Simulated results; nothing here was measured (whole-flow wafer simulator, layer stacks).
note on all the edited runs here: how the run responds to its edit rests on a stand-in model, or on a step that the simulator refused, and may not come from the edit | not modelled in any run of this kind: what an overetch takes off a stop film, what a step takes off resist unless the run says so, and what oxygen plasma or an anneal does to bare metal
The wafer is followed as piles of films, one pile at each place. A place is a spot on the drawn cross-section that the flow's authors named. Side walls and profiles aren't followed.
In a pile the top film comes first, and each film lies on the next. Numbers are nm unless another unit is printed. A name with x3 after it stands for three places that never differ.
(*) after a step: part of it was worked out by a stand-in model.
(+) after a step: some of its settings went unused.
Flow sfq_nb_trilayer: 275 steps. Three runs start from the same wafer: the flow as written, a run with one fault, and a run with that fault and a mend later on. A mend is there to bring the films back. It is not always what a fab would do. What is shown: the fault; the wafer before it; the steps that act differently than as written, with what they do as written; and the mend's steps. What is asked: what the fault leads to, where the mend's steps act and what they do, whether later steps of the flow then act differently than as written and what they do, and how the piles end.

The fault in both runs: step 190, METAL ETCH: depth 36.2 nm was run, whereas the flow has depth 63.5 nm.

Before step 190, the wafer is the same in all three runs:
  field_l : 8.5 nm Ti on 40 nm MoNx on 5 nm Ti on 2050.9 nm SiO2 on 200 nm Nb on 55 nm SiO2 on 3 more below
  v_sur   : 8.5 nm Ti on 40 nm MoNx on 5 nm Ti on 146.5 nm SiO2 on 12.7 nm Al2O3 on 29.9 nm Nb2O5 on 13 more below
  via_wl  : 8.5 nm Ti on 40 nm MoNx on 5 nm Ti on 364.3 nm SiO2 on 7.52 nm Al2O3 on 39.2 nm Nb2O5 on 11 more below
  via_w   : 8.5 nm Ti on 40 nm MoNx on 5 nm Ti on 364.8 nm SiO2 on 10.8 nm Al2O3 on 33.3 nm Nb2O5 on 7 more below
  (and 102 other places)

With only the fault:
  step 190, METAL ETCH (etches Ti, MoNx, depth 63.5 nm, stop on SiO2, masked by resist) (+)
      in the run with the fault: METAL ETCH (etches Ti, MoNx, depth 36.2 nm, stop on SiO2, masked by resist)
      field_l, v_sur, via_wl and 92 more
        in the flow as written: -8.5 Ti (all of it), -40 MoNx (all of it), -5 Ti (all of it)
        in the run with the fault: -8.5 Ti (all of it), -27.7 MoNx
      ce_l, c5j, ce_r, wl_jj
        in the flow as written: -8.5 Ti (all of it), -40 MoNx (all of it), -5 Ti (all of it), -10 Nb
        in the run with the fault: -8.5 Ti (all of it), -27.7 MoNx
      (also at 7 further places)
  Later steps of the flow acting differently than as written (10 more steps, not shown, differ only slightly: by at most 2% or 0.5 nm, whichever is larger):
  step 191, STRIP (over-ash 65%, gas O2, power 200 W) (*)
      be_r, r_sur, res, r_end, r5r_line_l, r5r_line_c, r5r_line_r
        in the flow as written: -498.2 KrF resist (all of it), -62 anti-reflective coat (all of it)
        in the run with the fault: -509.1 KrF resist (all of it), -62 anti-reflective coat (all of it)
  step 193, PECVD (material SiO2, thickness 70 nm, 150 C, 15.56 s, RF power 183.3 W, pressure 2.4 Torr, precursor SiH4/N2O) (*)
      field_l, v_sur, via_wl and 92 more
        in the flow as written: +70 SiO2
        in the run with the fault: +70 SiO2 (new film)
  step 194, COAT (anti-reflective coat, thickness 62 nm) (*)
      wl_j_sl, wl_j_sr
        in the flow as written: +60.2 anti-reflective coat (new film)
        in the run with the fault: +62 anti-reflective coat (new film)
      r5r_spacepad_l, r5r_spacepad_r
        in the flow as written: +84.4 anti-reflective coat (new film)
        in the run with the fault: +76.9 anti-reflective coat (new film)
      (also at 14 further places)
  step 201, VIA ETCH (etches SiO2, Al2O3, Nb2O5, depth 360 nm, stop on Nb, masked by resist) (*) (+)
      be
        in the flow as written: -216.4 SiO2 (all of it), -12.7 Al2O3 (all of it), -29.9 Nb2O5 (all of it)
        in the run with the fault: -69.8 SiO2 (all of it), -12.3 MoNx (all of it), -5 Ti (all of it), -146.5 SiO2 (all of it), -12.7 Al2O3 (all of it), -29.9 Nb2O5 (all of it)
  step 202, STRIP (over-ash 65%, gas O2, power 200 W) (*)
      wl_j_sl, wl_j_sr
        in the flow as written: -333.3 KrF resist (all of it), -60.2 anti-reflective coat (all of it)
        in the run with the fault: -333.2 KrF resist (all of it), -62 anti-reflective coat (all of it)
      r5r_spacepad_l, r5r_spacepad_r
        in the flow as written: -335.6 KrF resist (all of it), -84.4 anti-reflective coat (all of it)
        in the run with the fault: -334.9 KrF resist (all of it), -76.9 anti-reflective coat (all of it)
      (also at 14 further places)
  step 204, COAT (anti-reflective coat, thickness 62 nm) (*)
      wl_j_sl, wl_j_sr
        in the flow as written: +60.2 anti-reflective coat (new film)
        in the run with the fault: +62 anti-reflective coat (new film)
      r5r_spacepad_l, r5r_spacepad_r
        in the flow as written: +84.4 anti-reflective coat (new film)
        in the run with the fault: +76.9 anti-reflective coat (new film)
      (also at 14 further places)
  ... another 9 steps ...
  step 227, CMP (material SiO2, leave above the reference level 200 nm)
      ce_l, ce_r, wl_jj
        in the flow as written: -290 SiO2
        in the run with the fault: -300 SiO2
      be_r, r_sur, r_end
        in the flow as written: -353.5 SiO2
        in the run with the fault: -336.2 SiO2
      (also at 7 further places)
  By the end, the piles at field_l, v_sur, via_wl and 103 more depart from the flow's by more than 2% or 0.5 nm, whichever is larger.
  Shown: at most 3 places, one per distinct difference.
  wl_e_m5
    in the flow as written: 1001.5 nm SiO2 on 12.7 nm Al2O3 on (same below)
    in the run with the fault: 855 nm SiO2 on 12.3 nm MoNx on 5 nm Ti on 146.5 nm SiO2 on 12.7 nm Al2O3 on (same below)
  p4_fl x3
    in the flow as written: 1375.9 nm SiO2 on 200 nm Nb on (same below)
    in the run with the fault: 855 nm SiO2 on 12.3 nm MoNx on 5 nm Ti on 520.9 nm SiO2 on 200 nm Nb on (same below)
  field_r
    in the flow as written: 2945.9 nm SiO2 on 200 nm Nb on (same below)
    in the run with the fault: 855 nm SiO2 on 12.3 nm MoNx on 5 nm Ti on 2090.9 nm SiO2 on 200 nm Nb on (same below)

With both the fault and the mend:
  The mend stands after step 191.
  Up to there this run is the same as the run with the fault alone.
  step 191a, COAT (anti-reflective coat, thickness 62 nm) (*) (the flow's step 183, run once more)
      p4_fl x3, p4_w1 x9, p4_g1 x2 and 57 more
        +62 anti-reflective coat (new film)
      field_l, v_sur, via_wl and 9 more
        +62.2 anti-reflective coat (new film)
      be, be_sur, ln_m5, lsp_m
        +62.3 anti-reflective coat (new film)
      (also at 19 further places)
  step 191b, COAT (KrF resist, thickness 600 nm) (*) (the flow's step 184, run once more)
      p4_fl x3, p4_w1 x9, p4_g1 x2 and 57 more
        +600 KrF resist (new film)
      via_w, via_wr, via_sp, l0v
        +600.5 KrF resist (new film)
      field_l, v_sur, via_wl
        +600.4 KrF resist (new film)
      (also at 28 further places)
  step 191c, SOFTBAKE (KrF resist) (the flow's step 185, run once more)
      alters no film at any place that is followed
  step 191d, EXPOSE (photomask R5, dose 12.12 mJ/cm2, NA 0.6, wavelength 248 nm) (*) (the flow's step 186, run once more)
      alters no film at any place that is followed
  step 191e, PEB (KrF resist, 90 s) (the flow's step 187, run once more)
      field_l, v_sur, via_wl and 78 more
        -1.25 KrF resist
      wire, be, be_sur and 13 more
        -1.26 KrF resist
      r_end, r5r_line_l, r5r_line_c, r5r_line_r
        -1.23 KrF resist
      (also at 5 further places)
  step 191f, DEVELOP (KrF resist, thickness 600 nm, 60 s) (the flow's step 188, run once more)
      p4_fl x3, p4_w1 x9, p4_g1 x2 and 57 more
        -598.7 KrF resist (all of it)
      be_r, r_sur, res, r_end, r5r_line_l, r5r_line_c, r5r_line_r
        -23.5 KrF resist
      v_sur, via_wl, via_w, via_wr
        -599.2 KrF resist (all of it)
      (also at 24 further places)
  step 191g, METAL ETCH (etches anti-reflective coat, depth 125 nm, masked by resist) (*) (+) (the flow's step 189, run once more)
      p4_fl x3, p4_w1 x9, p4_g1 x2 and 57 more
        -62 anti-reflective coat (all of it)
      field_l, v_sur, via_wl and 9 more
        -62.2 anti-reflective coat (all of it)
      be_r, r_sur, res, r_end, r5r_line_l, r5r_line_c, r5r_line_r
        -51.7 KrF resist
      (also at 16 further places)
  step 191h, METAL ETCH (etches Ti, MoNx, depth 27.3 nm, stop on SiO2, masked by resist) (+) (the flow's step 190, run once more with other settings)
      field_l, v_sur, via_wl and 92 more
        -12.3 MoNx (all of it), -5 Ti (all of it)
      be_r, r_sur, res, r_end, r5r_line_l, r5r_line_c, r5r_line_r
        -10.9 KrF resist
      ce_l, c5j, ce_r, wl_jj
        -12.3 MoNx (all of it), -5 Ti (all of it), -10 Nb
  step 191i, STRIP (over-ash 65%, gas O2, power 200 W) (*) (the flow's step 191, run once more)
      r5r_line_l, r5r_line_c, r5r_line_r
        -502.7 KrF resist (all of it), -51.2 anti-reflective coat (all of it)
      be_r
        -497.8 KrF resist (all of it), -55.8 anti-reflective coat (all of it)
      r_sur
        -497.6 KrF resist (all of it), -58.8 anti-reflective coat (all of it)
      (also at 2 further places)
  None of the later steps of the flow acts differently than as written at any place that is followed.
  The piles end the same as the flow's at every place that both follow.
